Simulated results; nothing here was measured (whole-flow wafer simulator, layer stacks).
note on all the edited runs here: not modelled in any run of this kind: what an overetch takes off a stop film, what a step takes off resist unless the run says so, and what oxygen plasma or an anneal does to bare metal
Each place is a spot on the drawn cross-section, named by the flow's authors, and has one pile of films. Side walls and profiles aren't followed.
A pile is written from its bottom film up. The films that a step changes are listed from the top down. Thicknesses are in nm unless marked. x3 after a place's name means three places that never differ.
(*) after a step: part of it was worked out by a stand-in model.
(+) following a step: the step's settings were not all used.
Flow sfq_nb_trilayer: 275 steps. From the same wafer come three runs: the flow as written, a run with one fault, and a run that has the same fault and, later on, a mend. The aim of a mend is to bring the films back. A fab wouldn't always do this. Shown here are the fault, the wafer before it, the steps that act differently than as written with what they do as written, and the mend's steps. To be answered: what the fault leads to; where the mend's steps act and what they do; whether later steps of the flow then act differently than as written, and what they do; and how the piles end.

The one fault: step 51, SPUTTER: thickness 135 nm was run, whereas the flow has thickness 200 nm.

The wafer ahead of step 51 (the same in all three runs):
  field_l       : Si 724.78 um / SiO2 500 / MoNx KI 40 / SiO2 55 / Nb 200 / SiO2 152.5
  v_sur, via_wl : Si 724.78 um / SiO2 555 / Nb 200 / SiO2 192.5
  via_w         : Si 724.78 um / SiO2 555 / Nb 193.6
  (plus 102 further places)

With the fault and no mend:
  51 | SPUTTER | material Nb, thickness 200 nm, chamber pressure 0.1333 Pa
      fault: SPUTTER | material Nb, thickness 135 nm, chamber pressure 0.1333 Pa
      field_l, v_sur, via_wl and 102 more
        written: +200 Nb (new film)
        fault: +135 Nb (new film)
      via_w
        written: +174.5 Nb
        fault: +118.5 Nb
  Later steps of the flow acting differently than as written (3 more steps, not shown, differ only slightly: by at most 2% or 0.5 nm, whichever is larger):
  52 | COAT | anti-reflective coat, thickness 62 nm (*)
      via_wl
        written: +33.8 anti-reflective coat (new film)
        fault: +32.8 anti-reflective coat (new film)
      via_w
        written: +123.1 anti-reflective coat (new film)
        fault: +120.2 anti-reflective coat (new film)
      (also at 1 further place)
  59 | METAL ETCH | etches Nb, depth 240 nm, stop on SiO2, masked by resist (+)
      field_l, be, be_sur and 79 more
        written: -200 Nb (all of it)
        fault: -135 Nb (all of it)
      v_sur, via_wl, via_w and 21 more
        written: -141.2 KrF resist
        fault: -119.1 KrF resist
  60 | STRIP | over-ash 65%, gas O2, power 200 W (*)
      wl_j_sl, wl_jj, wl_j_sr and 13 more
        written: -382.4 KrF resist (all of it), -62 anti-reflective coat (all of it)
        fault: -404.4 KrF resist (all of it), -62 anti-reflective coat (all of it)
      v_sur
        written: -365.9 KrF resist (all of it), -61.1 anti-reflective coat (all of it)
        fault: -388.5 KrF resist (all of it), -60.9 anti-reflective coat (all of it)
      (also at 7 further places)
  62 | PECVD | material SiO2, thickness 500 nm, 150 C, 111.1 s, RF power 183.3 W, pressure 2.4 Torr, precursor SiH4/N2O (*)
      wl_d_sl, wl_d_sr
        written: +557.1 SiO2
        fault: +500 SiO2
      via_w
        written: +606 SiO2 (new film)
        fault: +590.4 SiO2 (new film)
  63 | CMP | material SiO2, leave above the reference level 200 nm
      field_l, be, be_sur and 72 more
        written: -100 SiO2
        fault: -165 SiO2
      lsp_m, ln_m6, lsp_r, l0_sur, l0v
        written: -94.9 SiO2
        fault: -165 SiO2
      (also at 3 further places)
  The piles end different from the flow's at field_l, v_sur, via_wl and 102 more by more than 2% or 0.5 nm, whichever is larger.
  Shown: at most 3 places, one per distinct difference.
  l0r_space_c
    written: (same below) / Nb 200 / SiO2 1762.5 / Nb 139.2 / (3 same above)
    fault: (same below) / Nb 200 / SiO2 1697.5 / Nb 139.2 / (3 same above)
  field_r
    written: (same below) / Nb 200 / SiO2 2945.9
    fault: (same below) / Nb 200 / SiO2 2880.9
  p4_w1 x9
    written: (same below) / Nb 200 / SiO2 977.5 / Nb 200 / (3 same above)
    fault: (same below) / Nb 200 / SiO2 912.5 / Nb 200 / (3 same above)

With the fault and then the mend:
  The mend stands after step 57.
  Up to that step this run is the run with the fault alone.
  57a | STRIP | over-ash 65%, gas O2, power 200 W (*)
      p4_fl x3, p4_w1 x9, p4_g1 x2 and 47 more
        -62 anti-reflective coat (all of it)
      wl_j_sl, wl_jj, wl_j_sr and 13 more
        -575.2 KrF resist (all of it), -62 anti-reflective coat (all of it)
      r_sur, res, r_end and 8 more
        -61.8 anti-reflective coat (all of it)
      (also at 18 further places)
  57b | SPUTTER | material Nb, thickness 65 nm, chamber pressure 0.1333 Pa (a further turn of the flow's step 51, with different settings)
      field_l, v_sur, via_wl and 102 more
        +65 Nb
      via_w
        +51.6 Nb
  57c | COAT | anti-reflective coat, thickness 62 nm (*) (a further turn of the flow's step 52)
      p4_fl x3, p4_w1 x9, p4_g1 x2 and 63 more
        +62 anti-reflective coat (new film)
      r_sur, res, r_end and 9 more
        +61.8 anti-reflective coat (new film)
      jj_sur, ce_l, c5j, ce_r, sp_r, be_r
        +61.7 anti-reflective coat (new film)
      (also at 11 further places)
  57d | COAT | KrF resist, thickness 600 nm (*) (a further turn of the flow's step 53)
      p4_fl x3, p4_w1 x9, p4_g1 x2 and 63 more
        +600 KrF resist (new film)
      res, r_end, moat, field_r, l0_sur
        +599.4 KrF resist (new film)
      lsp_l, ln_m5, lsp_m, ln_m6, lsp_r
        +599.5 KrF resist (new film)
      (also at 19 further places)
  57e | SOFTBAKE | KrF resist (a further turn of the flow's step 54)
      leaves every film unchanged at each place that is followed
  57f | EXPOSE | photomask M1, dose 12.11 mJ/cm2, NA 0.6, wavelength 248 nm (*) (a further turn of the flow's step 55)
      leaves every film unchanged at each place that is followed
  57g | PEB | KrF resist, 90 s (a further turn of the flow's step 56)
      wire, be, be_sur and 96 more
        -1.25 KrF resist
      field_l, via_v
        -1.24 KrF resist
      via_wl, via_wr
        -1.26 KrF resist
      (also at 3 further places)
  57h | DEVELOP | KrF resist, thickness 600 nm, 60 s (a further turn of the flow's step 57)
      p4_fl x3, p4_w1 x9, p4_g1 x2 and 47 more
        -598.7 KrF resist (all of it)
      v_sur, via_wl, via_w and 21 more
        -23.5 KrF resist
      moat, field_r, lsp_l, lsp_m, ln_m6, lsp_r, l0_sur
        -598.2 KrF resist (all of it)
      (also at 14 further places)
  Later steps of the flow that are run all act as written at every place that is followed, up to a difference of at most 2% or 0.5 nm, whichever is larger.
  At the end the piles are close to the flow's at the places that both follow, differing by at most 2% or 0.5 nm, whichever is larger.
